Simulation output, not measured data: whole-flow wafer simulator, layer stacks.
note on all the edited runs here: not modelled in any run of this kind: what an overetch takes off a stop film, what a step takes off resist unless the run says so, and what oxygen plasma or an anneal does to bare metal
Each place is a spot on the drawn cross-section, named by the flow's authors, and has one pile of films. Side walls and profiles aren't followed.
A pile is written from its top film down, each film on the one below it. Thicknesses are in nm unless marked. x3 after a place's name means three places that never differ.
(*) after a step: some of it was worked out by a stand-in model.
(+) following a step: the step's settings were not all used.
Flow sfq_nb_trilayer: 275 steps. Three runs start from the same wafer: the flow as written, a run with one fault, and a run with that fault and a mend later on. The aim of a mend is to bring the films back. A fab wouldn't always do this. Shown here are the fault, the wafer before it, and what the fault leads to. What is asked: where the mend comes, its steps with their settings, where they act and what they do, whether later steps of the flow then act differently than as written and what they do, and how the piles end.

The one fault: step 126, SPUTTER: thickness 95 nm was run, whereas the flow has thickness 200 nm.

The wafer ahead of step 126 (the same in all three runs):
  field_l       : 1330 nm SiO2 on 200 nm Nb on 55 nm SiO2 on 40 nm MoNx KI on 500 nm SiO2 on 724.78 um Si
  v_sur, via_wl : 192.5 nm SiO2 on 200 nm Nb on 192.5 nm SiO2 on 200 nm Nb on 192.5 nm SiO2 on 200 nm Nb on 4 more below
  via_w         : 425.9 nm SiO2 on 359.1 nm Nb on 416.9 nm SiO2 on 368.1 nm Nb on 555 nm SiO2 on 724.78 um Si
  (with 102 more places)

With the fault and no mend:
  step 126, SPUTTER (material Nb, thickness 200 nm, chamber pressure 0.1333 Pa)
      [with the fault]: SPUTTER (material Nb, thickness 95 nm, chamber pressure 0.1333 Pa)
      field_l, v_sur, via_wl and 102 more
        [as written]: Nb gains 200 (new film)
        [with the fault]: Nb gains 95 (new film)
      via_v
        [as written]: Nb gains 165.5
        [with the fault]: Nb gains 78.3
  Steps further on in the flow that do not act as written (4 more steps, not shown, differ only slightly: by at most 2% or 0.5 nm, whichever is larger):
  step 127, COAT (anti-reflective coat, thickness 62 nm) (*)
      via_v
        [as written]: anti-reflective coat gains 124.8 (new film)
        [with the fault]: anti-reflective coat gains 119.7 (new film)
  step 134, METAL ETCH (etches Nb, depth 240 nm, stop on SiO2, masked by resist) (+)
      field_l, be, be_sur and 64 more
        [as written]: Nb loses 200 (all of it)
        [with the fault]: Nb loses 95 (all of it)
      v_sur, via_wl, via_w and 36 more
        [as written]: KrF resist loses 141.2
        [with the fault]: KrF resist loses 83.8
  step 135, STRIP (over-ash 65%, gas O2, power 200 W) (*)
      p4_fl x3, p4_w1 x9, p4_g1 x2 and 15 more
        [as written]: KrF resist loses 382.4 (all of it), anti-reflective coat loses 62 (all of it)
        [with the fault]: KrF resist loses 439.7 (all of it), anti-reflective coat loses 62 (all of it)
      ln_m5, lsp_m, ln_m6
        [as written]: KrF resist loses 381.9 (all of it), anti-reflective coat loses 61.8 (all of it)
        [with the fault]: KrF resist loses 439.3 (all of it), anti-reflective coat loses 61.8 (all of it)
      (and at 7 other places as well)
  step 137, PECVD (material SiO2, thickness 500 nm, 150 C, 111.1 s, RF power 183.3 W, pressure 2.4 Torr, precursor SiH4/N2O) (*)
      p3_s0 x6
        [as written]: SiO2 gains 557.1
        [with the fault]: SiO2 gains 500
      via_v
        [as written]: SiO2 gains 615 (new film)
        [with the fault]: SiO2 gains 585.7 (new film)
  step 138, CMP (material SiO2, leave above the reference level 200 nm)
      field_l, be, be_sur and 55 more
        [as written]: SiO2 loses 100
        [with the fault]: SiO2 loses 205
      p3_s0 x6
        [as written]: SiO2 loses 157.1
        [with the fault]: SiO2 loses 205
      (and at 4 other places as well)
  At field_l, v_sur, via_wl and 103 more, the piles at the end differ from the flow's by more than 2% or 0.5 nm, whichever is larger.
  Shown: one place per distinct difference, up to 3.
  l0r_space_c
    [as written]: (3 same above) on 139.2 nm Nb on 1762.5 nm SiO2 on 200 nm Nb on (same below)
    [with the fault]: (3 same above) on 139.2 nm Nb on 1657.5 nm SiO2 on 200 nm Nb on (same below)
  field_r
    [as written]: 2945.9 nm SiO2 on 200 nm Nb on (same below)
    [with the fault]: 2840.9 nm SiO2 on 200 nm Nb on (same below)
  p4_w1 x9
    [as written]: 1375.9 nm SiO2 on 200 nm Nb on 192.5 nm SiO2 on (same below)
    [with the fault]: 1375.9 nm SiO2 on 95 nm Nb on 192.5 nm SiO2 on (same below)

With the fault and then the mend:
  After step 132 comes the mend.
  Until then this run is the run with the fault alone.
  step 132a, STRIP (over-ash 65%, gas O2, power 200 W) (*)
      p3_s0 x6, p3_fr x3, wl_d_sl and 38 more
        anti-reflective coat loses 62 (all of it)
      p4_fl x3, p4_w1 x9, p4_g1 x2 and 15 more
        KrF resist loses 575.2 (all of it), anti-reflective coat loses 62 (all of it)
      moat, field_r, lsp_l, lsp_r, l0_sur, l0v
        anti-reflective coat loses 61.8 (all of it)
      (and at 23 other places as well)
  step 132b, SPUTTER (material Nb, thickness 105 nm, chamber pressure 0.1333 Pa) (a further turn of the flow's step 126, with different settings)
      field_l, v_sur, via_wl and 102 more
        Nb gains 105
      via_v
        Nb gains 86
  step 132c, COAT (anti-reflective coat, thickness 62 nm) (*) (a further turn of the flow's step 127)
      p4_fl x3, p4_w1 x9, p4_g1 x2 and 63 more
        anti-reflective coat gains 62 (new film)
      moat, field_r, lsp_l and 6 more
        anti-reflective coat gains 61.8 (new film)
      be_r, r_sur, res, r_end
        anti-reflective coat gains 61.7 (new film)
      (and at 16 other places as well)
  step 132d, COAT (KrF resist, thickness 600 nm) (*) (a further turn of the flow's step 128)
      p4_fl x3, p4_w1 x9, p4_g1 x2 and 63 more
        KrF resist gains 600 (new film)
      field_r, lsp_l, ln_m5, lsp_m, l0v
        KrF resist gains 599.5 (new film)
      ln_m6, lsp_r, l0_sur
        KrF resist gains 599.6 (new film)
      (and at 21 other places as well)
  step 132e, SOFTBAKE (KrF resist) (a further turn of the flow's step 129)
      does not change any film at any place that is followed
  step 132f, EXPOSE (photomask M4, dose 12.11 mJ/cm2, NA 0.6, wavelength 248 nm) (*) (a further turn of the flow's step 130)
      does not change any film at any place that is followed
  step 132g, PEB (KrF resist, 90 s) (a further turn of the flow's step 131)
      field_l, v_sur, via_wl and 97 more
        KrF resist loses 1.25
      via_w, via_wr, via_sp, wire, be
        KrF resist loses 1.24
      via_v
        KrF resist loses 1.61
  step 132h, DEVELOP (KrF resist, thickness 600 nm, 60 s) (a further turn of the flow's step 132)
      p3_s0 x6, p3_fr x3, wl_d_sl and 38 more
        KrF resist loses 598.7 (all of it)
      v_sur, via_wl, via_w and 36 more
        KrF resist loses 23.5
      moat, field_r, lsp_l
        KrF resist loses 598.2 (all of it)
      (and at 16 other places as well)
  None of the later steps of the flow differs from how it acts as written, at any place that is followed, by more than 2% or 0.5 nm, whichever is larger.
  At the end the piles are close to the flow's at the places that both follow, differing by at most 2% or 0.5 nm, whichever is larger.
